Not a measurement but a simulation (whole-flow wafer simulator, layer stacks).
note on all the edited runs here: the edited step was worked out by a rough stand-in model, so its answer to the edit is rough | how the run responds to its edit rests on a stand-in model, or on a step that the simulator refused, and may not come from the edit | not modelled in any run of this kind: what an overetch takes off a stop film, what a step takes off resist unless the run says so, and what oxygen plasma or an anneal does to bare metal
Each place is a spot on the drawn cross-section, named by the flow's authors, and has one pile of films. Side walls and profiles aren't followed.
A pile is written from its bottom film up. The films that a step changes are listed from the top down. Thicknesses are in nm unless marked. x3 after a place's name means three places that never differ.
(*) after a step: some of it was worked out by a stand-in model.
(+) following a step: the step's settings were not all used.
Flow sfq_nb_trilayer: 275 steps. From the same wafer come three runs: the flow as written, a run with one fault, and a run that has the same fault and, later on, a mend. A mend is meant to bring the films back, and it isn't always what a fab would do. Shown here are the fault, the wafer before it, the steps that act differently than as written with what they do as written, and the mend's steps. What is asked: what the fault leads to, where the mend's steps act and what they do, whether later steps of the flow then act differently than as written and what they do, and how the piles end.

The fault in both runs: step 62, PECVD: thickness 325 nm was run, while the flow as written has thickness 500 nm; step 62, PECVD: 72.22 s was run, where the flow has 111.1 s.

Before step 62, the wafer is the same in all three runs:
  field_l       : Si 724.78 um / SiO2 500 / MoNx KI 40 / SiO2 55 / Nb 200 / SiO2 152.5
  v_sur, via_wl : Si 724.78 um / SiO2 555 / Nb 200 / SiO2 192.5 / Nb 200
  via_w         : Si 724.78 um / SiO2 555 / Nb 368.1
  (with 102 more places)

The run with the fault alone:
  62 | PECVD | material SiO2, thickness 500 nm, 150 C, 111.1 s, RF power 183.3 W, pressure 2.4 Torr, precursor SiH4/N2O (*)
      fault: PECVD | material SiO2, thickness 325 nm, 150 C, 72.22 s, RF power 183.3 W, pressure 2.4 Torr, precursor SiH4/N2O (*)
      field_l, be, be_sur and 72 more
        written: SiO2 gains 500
        fault: SiO2 gains 325
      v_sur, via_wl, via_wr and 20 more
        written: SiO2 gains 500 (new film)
        fault: SiO2 gains 325 (new film)
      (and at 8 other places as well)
  Steps further on in the flow that do not act as written (18 more steps, not shown, differ only slightly: by at most 2% or 0.5 nm, whichever is larger):
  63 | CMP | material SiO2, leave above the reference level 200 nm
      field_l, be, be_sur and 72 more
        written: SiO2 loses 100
        fault: nothing
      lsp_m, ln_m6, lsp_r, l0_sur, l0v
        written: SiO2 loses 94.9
        fault: nothing
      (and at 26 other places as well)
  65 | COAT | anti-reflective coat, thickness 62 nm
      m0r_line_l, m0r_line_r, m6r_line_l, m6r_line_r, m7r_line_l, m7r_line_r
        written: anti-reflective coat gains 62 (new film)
        fault: anti-reflective coat gains 63.6 (new film)
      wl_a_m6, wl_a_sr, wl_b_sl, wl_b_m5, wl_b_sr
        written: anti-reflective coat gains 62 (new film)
        fault: anti-reflective coat gains 60.5 (new film)
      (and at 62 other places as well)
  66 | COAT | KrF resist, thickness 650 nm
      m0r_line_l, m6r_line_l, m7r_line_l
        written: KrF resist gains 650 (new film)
        fault: KrF resist gains 664.7 (new film)
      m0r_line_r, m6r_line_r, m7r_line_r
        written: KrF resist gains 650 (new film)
        fault: KrF resist gains 664.6 (new film)
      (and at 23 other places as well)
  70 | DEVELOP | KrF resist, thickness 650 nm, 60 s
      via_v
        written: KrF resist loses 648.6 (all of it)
        fault: KrF resist loses 620.8 (all of it)
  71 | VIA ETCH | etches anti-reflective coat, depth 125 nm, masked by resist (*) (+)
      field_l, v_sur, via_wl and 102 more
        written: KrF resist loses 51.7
        fault: KrF resist loses 46.6
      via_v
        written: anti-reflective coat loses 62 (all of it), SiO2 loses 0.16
        fault: anti-reflective coat loses 56 (all of it), SiO2 loses 0.14
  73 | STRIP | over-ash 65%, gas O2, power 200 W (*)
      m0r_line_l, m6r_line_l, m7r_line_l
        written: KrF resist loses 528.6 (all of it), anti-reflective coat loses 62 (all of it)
        fault: KrF resist loses 548.3 (all of it), anti-reflective coat loses 63.6 (all of it)
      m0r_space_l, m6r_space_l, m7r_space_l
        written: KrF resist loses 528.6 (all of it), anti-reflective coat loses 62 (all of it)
        fault: KrF resist loses 542 (all of it), anti-reflective coat loses 72.8 (all of it)
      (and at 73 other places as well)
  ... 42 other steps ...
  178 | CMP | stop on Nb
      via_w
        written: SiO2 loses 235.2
        fault: SiO2 loses 226.5
  At via_w, the piles at the end differ from the flow's by more than 2% or 0.5 nm, whichever is larger.
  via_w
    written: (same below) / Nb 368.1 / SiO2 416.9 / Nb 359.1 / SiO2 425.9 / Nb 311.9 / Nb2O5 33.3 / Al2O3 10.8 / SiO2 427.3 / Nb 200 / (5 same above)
    fault: (same below) / Nb 368.1 / SiO2 269.9 / Nb 176.9 / SiO2 102.5 / Nb 90.1 / SiO2 344 / Nb 161.3 / SiO2 189.6 / Nb 110.8 / Nb2O5 34.6 / Al2O3 10.1 / SiO2 495.5 / Nb 200 / (5 same above)

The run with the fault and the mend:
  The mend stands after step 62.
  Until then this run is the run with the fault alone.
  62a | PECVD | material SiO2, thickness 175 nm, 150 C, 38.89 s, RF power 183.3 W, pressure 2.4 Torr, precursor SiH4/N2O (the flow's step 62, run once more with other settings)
      field_l, v_sur, via_wl and 102 more
        SiO2 gains 175
      via_w
        SiO2 gains 156
  Steps further on in the flow that do not act as written:
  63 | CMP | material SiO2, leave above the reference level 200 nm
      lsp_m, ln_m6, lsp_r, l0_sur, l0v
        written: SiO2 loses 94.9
        mend: SiO2 loses 100
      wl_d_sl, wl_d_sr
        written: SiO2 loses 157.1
        mend: SiO2 loses 100
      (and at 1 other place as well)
  By the end, the piles equal the flow's at every place that both follow.
